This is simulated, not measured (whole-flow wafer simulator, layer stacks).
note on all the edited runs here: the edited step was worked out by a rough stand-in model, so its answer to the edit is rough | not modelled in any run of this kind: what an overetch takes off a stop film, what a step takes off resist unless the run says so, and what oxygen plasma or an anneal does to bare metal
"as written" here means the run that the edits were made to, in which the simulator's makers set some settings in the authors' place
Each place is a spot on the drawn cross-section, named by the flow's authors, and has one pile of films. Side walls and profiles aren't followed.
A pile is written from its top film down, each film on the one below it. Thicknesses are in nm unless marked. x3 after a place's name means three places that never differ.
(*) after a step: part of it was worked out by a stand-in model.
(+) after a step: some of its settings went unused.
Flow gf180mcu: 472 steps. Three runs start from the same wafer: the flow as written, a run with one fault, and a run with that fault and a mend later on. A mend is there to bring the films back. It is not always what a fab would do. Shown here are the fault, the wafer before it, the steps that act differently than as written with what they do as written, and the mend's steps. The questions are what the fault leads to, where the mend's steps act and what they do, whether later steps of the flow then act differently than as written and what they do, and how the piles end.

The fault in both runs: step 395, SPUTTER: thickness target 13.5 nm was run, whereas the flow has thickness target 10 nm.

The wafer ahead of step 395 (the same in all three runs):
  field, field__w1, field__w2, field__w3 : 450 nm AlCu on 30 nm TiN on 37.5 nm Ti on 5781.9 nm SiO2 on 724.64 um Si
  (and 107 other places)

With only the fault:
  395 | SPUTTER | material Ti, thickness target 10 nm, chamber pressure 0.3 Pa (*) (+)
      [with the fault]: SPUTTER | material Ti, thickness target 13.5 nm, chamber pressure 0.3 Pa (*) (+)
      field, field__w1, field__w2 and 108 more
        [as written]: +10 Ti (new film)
        [with the fault]: +13.5 Ti (new film)
  Later steps of the flow acting differently than as written (not shown: 2 more steps that differ only slightly, by at most 2% or 0.5 nm, whichever is larger):
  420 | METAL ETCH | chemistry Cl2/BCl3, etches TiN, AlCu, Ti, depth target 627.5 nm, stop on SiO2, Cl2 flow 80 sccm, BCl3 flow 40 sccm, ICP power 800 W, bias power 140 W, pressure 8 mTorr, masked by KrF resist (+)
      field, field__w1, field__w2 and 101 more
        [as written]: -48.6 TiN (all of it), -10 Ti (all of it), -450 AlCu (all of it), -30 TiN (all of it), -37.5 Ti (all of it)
        [with the fault]: -48.6 TiN (all of it), -13.5 Ti (all of it), -450 AlCu (all of it), -30 TiN (all of it), -37.5 Ti (all of it)
  At field__w4, field__w8, contact, m1, m1__w1, mim, mim_1p0, m1_nw, the piles at the end differ from the flow's by more than 2% or 0.5 nm, whichever is larger.
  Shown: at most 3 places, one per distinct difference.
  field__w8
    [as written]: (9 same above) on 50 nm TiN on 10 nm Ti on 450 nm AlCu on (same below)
    [with the fault]: (9 same above) on 50 nm TiN on 13.5 nm Ti on 450 nm AlCu on (same below)
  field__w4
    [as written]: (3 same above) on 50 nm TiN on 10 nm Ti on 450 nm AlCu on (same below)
    [with the fault]: (3 same above) on 50 nm TiN on 13.5 nm Ti on 450 nm AlCu on (same below)
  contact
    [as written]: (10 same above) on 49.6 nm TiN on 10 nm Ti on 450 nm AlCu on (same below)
    [with the fault]: (10 same above) on 49.6 nm TiN on 13.5 nm Ti on 450 nm AlCu on (same below)

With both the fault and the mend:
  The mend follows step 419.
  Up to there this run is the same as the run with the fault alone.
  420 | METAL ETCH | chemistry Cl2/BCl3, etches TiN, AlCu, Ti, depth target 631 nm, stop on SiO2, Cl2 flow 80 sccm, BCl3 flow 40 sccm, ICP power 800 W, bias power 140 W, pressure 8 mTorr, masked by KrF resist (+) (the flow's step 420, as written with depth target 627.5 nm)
      field, field__w1, field__w2 and 101 more
        -48.6 TiN (all of it), -13.5 Ti (all of it), -450 AlCu (all of it), -30 TiN (all of it), -37.5 Ti (all of it)
      field__w4, field__w8, contact, m1, m1__w1, mim, mim_1p0, m1_nw
        -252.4 KrF resist
  None of the later steps of the flow differs from how it acts as written, at any place that is followed, by more than 2% or 0.5 nm, whichever is larger.
  At field__w4, field__w8, contact, m1, m1__w1, mim, mim_1p0, m1_nw, the piles at the end differ from the flow's by more than 2% or 0.5 nm, whichever is larger.
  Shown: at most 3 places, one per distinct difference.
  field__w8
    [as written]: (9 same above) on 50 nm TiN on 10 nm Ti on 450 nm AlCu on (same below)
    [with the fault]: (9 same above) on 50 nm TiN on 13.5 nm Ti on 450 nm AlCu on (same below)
    [with the mend]: (9 same above) on 50 nm TiN on 13.5 nm Ti on 450 nm AlCu on (same below)
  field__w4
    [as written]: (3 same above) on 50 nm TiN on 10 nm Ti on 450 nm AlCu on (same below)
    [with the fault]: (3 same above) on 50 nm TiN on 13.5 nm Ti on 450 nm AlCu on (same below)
    [with the mend]: (3 same above) on 50 nm TiN on 13.5 nm Ti on 450 nm AlCu on (same below)
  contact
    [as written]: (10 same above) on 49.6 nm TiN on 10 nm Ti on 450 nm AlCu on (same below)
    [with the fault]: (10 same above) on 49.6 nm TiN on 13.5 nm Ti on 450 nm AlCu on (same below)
    [with the mend]: (10 same above) on 49.6 nm TiN on 13.5 nm Ti on 450 nm AlCu on (same below)
